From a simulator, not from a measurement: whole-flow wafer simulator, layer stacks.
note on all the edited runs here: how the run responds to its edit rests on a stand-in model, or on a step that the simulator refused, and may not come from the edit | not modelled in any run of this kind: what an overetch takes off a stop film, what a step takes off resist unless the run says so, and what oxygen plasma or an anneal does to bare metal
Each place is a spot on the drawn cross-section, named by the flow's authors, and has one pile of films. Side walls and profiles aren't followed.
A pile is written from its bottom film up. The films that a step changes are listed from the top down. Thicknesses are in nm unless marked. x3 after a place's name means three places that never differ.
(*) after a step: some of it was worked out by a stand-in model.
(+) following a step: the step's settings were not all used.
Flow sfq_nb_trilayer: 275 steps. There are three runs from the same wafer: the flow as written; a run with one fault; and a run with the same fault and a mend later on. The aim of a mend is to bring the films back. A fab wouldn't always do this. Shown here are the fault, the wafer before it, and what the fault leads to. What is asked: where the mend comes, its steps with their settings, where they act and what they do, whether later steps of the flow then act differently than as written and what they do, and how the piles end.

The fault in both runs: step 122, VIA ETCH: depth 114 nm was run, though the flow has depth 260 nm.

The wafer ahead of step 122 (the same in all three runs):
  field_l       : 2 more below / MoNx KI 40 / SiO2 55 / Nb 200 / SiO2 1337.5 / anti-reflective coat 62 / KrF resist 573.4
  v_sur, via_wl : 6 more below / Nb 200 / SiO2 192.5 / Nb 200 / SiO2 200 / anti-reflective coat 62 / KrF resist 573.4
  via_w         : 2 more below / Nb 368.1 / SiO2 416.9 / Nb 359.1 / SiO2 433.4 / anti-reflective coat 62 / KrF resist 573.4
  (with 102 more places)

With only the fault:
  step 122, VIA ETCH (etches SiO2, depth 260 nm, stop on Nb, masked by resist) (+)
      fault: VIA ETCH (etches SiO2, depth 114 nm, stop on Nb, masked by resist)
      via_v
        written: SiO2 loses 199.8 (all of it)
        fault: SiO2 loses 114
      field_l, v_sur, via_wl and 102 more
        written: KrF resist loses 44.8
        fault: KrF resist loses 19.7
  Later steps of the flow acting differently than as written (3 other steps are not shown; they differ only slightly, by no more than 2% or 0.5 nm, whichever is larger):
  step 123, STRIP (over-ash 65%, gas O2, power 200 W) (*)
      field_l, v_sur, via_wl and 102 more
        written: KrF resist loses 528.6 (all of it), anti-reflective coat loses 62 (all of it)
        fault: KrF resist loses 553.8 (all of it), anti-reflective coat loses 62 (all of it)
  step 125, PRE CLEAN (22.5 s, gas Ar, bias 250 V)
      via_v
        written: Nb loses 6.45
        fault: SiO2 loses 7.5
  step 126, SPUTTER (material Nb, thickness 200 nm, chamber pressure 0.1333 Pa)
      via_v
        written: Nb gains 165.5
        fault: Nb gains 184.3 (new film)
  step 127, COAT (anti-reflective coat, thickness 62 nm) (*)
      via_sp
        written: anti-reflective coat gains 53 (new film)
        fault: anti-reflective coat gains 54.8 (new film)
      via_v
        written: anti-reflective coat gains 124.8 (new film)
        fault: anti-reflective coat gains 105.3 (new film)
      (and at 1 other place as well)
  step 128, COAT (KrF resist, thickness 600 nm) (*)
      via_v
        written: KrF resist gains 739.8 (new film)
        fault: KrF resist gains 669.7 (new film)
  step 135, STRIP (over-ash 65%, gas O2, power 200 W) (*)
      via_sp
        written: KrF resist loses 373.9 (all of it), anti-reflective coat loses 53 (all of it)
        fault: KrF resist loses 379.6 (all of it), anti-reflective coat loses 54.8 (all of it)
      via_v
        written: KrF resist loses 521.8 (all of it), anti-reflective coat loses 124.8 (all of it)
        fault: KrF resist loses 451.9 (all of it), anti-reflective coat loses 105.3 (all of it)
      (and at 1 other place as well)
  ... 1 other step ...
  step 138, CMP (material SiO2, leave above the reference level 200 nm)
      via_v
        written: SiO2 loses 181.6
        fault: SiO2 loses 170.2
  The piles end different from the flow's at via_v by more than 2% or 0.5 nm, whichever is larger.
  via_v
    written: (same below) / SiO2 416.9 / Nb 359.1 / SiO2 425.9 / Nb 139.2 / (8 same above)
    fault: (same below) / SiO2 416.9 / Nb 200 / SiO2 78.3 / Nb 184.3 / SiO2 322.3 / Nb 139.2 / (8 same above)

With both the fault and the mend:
  After step 123 comes the mend.
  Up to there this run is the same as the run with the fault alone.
  step 123a, COAT (anti-reflective coat, thickness 62 nm) (*) (a further turn of the flow's step 115)
      p4_fl x3, p4_w1 x9, p4_g1 x2 and 63 more
        anti-reflective coat gains 62 (new film)
      ce_r, sp_r, be_r and 12 more
        anti-reflective coat gains 61.9 (new film)
      field_l, v_sur, gap, jj_sur, ce_l, c5j
        anti-reflective coat gains 61.8 (new film)
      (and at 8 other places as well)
  step 123b, COAT (KrF resist, thickness 650 nm) (*) (a further turn of the flow's step 116)
      p4_fl x3, p4_w1 x9, p4_g1 x2 and 63 more
        KrF resist gains 650 (new film)
      moat, field_r, lsp_l, ln_m5, lsp_m
        KrF resist gains 649.7 (new film)
      ln_m6, lsp_r, l0_sur, l0v
        KrF resist gains 649.8 (new film)
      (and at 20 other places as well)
  step 123c, SOFTBAKE (KrF resist) (a further turn of the flow's step 117)
      does not change any film at any place that is followed
  step 123d, EXPOSE (photomask I3, dose 11.91 mJ/cm2, NA 0.6, wavelength 248 nm) (*) (a further turn of the flow's step 118)
      does not change any film at any place that is followed
  step 123e, PEB (KrF resist, 90 s) (a further turn of the flow's step 119)
      via_sp, wire, ce_l and 93 more
        KrF resist loses 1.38
      field_l, v_sur, via_wl, via_w, be, be_sur, gap, jj_sur
        KrF resist loses 1.37
      via_wr
        KrF resist loses 1.36
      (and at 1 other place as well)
  step 123f, DEVELOP (KrF resist, thickness 650 nm, 60 s) (a further turn of the flow's step 120)
      field_l, v_sur, via_wl and 102 more
        KrF resist loses 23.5
      via_v
        KrF resist loses 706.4 (all of it)
  step 123g, VIA ETCH (etches anti-reflective coat, depth 125 nm, masked by resist) (+) (a further turn of the flow's step 121)
      field_l, v_sur, via_wl and 102 more
        KrF resist loses 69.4
      via_v
        anti-reflective coat loses 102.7 (all of it), SiO2 loses 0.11
  step 123h, VIA ETCH (etches SiO2, depth 146 nm, stop on Nb, masked by resist) (+) (a further turn of the flow's step 122, with different settings)
      field_l, v_sur, via_wl and 102 more
        KrF resist loses 22.2
      via_v
        SiO2 loses 85.7 (all of it)
  step 123i, STRIP (over-ash 65%, gas O2, power 200 W) (*) (a further turn of the flow's step 123)
      p4_fl x3, p4_w1 x9, p4_g1 x2 and 63 more
        KrF resist loses 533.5 (all of it), anti-reflective coat loses 62 (all of it)
      moat, field_r, lsp_l and 6 more
        KrF resist loses 533.2 (all of it), anti-reflective coat loses 61.9 (all of it)
      v_sur, gap
        KrF resist loses 531.9 (all of it), anti-reflective coat loses 61.8 (all of it)
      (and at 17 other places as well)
  Every later step of the flow that is run acts as written at every place that is followed.
  At every place that both follow, the piles at the end match the flow's.
